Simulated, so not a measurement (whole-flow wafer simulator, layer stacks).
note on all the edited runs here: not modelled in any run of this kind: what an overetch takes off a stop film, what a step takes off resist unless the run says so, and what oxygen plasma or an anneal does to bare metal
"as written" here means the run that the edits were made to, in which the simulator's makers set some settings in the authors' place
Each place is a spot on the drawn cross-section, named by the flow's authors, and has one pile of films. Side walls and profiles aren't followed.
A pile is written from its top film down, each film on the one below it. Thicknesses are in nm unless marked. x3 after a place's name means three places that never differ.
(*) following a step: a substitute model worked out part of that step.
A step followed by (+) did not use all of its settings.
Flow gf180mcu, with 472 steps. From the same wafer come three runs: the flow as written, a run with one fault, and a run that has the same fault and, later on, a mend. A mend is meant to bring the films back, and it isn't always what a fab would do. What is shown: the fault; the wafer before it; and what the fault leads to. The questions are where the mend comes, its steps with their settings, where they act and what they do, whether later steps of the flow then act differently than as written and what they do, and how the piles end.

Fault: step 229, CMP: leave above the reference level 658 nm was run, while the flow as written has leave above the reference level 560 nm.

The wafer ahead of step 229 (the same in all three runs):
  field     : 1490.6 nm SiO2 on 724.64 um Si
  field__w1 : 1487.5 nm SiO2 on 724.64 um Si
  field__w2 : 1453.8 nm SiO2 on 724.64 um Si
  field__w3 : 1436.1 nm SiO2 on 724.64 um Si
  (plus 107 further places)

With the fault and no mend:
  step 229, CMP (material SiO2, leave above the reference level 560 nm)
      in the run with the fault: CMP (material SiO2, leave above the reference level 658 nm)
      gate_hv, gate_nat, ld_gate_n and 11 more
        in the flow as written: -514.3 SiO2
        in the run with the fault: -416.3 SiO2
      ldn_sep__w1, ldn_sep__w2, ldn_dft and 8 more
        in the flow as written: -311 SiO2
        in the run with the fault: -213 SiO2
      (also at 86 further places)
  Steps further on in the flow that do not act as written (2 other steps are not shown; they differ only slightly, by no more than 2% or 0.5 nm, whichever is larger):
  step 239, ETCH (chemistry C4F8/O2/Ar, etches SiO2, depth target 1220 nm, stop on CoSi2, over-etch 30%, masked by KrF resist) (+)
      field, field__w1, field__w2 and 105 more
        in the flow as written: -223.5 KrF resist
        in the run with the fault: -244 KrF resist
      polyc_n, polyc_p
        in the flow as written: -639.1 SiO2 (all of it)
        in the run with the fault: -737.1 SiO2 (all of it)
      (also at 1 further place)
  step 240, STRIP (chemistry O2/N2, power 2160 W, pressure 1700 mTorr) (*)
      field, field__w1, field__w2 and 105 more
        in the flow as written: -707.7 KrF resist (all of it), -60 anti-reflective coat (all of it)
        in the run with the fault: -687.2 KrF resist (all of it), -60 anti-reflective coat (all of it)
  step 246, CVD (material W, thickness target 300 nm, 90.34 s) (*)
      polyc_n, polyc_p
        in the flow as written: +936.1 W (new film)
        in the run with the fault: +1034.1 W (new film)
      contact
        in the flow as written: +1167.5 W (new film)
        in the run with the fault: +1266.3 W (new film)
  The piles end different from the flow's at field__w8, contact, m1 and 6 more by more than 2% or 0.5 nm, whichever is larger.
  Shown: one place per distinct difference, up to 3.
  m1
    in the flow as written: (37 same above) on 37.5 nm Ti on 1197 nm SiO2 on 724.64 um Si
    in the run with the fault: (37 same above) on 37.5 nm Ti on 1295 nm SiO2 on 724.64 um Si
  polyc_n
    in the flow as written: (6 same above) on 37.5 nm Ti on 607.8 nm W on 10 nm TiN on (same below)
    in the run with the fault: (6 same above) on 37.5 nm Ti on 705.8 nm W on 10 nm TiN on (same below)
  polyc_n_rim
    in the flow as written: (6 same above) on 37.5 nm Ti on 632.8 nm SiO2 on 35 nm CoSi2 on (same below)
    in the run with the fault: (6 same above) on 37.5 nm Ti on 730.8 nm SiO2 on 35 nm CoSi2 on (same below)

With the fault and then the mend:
  After step 229 comes the mend.
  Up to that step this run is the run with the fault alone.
  step 229a, CMP (material SiO2, leave above the reference level 560 nm) (the flow's step 229 again)
      field, field__w1, field__w2 and 108 more
        -98 SiO2
  None of the later steps of the flow acts differently than as written at any place that is followed.
  The piles end the same as the flow's at every place that both follow.
